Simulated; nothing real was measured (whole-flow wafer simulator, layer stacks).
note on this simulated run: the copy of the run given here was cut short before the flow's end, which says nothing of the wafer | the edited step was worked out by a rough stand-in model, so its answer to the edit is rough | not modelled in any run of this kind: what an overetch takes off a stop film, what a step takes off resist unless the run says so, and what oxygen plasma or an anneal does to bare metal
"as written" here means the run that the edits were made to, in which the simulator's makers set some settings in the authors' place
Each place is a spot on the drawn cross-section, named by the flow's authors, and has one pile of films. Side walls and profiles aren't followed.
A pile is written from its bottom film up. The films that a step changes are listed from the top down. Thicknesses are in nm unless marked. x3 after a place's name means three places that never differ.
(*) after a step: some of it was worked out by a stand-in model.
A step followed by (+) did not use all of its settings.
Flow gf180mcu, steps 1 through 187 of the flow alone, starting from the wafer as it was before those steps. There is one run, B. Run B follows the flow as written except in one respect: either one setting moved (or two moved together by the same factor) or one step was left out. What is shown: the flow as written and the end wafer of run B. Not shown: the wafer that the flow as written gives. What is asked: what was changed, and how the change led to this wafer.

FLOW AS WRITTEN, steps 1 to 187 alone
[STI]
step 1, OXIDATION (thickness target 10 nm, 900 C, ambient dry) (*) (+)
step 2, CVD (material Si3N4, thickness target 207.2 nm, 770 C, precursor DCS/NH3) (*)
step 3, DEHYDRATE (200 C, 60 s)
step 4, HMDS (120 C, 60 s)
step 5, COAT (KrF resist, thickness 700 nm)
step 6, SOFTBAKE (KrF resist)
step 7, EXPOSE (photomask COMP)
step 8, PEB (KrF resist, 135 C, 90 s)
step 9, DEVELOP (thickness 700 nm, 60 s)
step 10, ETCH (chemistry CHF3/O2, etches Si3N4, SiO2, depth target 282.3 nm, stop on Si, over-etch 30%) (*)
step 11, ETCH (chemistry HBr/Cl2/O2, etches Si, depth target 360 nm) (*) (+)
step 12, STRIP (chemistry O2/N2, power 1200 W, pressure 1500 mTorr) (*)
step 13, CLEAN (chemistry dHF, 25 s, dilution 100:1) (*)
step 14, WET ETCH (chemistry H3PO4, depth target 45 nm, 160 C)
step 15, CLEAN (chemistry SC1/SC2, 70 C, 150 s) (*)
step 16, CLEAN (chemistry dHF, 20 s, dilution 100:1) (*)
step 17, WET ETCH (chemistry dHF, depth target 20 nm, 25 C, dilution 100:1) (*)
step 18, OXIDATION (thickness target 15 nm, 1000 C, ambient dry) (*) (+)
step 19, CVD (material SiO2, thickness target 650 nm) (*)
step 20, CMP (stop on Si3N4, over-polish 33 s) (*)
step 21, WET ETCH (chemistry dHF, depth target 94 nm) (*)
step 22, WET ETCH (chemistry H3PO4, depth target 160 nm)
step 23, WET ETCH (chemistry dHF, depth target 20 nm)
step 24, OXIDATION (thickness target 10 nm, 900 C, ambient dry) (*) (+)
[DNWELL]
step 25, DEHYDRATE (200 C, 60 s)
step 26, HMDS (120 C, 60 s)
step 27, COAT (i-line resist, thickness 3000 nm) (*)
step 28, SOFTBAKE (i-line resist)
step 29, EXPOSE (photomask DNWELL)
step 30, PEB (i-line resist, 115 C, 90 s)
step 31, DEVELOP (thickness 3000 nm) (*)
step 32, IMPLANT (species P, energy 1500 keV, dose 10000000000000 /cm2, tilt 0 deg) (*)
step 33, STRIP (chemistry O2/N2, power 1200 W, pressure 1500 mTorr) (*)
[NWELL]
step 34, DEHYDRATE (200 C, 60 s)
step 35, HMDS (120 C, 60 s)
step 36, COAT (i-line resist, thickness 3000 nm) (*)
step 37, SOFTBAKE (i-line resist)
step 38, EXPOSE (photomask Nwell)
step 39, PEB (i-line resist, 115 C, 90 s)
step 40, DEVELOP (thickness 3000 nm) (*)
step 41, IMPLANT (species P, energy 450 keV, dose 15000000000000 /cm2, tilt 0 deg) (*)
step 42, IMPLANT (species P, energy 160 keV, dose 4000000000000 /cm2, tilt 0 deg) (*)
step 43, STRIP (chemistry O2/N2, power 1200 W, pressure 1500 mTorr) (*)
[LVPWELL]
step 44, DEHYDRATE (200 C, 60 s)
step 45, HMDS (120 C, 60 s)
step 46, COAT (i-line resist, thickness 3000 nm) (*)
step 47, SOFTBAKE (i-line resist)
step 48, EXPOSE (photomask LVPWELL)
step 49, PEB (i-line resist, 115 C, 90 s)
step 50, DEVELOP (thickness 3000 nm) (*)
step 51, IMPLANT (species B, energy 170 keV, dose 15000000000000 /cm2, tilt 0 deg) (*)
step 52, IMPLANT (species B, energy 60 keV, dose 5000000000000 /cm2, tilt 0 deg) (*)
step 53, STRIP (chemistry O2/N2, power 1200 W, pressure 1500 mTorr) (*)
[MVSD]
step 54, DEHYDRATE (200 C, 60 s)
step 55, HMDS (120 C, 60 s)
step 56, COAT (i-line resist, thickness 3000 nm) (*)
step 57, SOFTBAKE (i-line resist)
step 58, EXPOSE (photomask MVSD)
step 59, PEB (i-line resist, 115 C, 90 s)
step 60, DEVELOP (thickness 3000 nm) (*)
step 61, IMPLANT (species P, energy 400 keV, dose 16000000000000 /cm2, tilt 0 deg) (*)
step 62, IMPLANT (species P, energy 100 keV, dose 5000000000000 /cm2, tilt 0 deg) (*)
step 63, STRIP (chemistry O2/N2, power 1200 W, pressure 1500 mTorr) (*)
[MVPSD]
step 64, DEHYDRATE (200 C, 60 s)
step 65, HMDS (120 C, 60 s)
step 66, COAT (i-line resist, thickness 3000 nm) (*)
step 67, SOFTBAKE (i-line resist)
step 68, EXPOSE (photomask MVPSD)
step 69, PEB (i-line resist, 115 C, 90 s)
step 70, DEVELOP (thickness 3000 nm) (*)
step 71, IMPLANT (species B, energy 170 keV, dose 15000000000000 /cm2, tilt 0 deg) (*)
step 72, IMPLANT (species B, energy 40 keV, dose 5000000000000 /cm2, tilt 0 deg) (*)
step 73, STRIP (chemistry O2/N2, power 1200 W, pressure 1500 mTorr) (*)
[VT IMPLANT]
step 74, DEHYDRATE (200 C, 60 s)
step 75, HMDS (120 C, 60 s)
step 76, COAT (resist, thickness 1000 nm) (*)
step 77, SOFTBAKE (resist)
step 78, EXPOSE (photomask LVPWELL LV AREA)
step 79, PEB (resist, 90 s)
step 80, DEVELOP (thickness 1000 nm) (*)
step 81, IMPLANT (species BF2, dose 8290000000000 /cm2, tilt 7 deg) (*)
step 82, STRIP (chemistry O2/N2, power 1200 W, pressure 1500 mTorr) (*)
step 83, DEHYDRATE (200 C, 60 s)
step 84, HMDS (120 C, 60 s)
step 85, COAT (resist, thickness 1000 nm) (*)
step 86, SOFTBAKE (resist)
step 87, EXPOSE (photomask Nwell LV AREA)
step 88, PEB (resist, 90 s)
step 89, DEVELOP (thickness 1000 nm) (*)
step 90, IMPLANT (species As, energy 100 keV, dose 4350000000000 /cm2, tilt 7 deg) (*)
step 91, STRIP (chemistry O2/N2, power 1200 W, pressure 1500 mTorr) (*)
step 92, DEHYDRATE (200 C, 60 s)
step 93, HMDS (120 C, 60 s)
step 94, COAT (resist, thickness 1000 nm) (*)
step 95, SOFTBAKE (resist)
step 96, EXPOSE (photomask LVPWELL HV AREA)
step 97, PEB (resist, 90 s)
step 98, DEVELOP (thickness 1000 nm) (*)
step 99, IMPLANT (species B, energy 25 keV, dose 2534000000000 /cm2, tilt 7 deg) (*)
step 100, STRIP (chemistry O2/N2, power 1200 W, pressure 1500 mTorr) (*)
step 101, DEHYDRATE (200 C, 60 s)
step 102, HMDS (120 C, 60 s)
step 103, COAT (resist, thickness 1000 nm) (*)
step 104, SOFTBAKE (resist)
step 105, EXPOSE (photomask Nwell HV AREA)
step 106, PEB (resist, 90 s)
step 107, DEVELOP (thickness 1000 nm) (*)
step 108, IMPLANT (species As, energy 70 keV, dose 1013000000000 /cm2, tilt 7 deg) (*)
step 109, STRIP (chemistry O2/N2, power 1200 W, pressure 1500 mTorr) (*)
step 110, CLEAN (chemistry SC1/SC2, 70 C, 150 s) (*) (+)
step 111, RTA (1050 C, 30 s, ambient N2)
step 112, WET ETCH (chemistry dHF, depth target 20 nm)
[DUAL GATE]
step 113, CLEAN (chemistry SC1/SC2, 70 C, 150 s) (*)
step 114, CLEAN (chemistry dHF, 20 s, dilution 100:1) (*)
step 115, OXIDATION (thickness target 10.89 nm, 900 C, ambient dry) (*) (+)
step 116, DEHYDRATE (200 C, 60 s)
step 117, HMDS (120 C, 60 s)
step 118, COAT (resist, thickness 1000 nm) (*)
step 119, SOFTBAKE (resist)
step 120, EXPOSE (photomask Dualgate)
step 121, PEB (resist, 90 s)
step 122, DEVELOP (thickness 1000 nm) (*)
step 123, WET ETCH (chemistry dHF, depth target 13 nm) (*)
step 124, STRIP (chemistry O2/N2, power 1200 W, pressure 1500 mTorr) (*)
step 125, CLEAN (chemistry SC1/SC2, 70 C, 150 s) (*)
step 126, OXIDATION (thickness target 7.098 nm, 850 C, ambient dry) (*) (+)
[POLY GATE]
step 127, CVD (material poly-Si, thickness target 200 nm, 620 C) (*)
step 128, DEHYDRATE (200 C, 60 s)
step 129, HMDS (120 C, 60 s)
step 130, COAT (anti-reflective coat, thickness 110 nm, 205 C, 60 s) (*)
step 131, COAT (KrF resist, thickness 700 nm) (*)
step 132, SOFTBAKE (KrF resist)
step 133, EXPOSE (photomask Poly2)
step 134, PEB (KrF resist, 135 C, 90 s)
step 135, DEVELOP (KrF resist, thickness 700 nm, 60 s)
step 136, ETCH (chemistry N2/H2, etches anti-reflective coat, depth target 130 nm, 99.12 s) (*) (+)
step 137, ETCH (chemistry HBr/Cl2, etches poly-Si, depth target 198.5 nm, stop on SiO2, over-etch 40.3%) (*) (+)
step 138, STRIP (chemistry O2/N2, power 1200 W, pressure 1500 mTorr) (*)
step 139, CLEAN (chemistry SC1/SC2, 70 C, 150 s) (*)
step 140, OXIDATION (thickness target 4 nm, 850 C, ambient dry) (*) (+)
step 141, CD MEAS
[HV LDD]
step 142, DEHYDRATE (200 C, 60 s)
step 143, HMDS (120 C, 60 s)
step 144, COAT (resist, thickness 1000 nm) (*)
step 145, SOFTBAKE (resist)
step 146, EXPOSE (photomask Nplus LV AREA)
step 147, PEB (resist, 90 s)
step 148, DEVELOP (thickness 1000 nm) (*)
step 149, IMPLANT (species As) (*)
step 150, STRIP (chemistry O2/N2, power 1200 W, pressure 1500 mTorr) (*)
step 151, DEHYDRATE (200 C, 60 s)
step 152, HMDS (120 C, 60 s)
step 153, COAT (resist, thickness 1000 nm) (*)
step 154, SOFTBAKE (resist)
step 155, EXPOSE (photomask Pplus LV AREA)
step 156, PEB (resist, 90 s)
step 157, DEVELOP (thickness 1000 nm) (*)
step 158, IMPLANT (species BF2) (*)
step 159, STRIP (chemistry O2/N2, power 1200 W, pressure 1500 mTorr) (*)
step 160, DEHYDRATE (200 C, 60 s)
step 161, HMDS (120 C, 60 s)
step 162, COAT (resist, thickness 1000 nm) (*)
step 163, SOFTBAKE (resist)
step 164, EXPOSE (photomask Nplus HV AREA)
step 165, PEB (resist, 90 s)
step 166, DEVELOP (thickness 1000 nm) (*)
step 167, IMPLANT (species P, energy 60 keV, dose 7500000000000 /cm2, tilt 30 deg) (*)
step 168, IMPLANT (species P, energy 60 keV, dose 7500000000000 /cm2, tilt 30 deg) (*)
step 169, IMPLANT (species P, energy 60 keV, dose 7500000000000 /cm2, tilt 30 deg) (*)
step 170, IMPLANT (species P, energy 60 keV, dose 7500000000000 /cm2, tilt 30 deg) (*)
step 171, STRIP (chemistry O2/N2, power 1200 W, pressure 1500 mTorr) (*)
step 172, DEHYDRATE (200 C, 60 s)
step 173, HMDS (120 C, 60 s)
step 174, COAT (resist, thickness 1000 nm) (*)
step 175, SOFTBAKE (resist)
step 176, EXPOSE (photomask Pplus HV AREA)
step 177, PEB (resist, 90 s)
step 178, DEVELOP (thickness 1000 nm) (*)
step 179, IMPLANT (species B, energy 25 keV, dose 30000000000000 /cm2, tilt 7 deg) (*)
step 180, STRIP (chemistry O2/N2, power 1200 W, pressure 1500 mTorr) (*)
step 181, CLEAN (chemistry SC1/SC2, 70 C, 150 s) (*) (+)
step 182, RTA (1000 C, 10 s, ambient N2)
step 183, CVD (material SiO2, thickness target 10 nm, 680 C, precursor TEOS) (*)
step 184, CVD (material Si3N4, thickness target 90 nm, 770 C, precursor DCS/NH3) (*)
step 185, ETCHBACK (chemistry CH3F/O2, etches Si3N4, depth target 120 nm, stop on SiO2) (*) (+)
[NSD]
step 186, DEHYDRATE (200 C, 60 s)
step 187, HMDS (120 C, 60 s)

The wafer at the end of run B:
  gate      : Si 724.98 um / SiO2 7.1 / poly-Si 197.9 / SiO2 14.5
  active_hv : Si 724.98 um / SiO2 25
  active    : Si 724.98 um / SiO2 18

What caused this: step 183, CVD: 692 C was run, while the flow as written has 680 C.

Step by step, how the change led to this:
  step 183, CVD (material SiO2, thickness target 10 nm, 680 C, precursor TEOS) (*)
      field, field__w1, field__w2 and 99 more: +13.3 SiO2 (in the flow as written it would be: +10 SiO2)
      ld_drift_p: +13.2 SiO2 (in the flow as written it would be: +9.87 SiO2)
      (and at 1 other place as well)
